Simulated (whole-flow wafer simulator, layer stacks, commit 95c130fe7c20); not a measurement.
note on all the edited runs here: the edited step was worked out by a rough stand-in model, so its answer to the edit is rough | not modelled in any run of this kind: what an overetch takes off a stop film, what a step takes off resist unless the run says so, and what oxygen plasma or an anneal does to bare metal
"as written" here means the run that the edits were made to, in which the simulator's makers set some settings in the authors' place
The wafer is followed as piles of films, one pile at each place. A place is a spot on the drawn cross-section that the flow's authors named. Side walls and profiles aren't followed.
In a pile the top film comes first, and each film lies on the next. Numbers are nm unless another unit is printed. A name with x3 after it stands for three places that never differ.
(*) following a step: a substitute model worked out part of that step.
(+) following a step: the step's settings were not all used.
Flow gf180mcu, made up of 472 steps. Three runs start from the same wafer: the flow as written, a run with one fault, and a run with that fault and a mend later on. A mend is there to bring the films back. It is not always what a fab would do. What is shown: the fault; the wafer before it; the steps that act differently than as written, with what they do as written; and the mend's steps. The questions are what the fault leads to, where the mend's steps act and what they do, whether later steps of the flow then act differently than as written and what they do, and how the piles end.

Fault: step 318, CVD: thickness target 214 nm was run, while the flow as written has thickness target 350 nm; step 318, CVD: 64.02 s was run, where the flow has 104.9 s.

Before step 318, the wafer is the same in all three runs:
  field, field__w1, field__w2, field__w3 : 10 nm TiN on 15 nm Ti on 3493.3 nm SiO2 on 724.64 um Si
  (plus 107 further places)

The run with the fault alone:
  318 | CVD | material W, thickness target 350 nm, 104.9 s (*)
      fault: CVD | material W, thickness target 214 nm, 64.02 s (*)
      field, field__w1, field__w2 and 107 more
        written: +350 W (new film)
        fault: +214.6 W (new film)
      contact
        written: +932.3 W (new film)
        fault: +796.9 W (new film)
  Steps further on in the flow that do not act as written:
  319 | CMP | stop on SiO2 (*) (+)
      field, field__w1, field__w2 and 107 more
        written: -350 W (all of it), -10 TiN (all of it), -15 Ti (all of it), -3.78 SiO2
        fault: -214.6 W (all of it), -10 TiN (all of it), -15 Ti (all of it), -2.42 SiO2
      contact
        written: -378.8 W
        fault: -242 W
  At the end the piles are close to the flow's at the places that both follow, differing by at most 2% or 0.5 nm, whichever is larger.

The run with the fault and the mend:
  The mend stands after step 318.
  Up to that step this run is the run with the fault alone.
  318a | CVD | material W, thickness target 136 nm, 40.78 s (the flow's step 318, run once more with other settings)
      field, field__w1, field__w2 and 108 more
        +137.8 W
  Later steps of the flow that are run all act as written at every place that is followed, up to a difference of at most 2% or 0.5 nm, whichever is larger.
  At the end the piles are close to the flow's at the places that both follow, differing by at most 2% or 0.5 nm, whichever is larger.
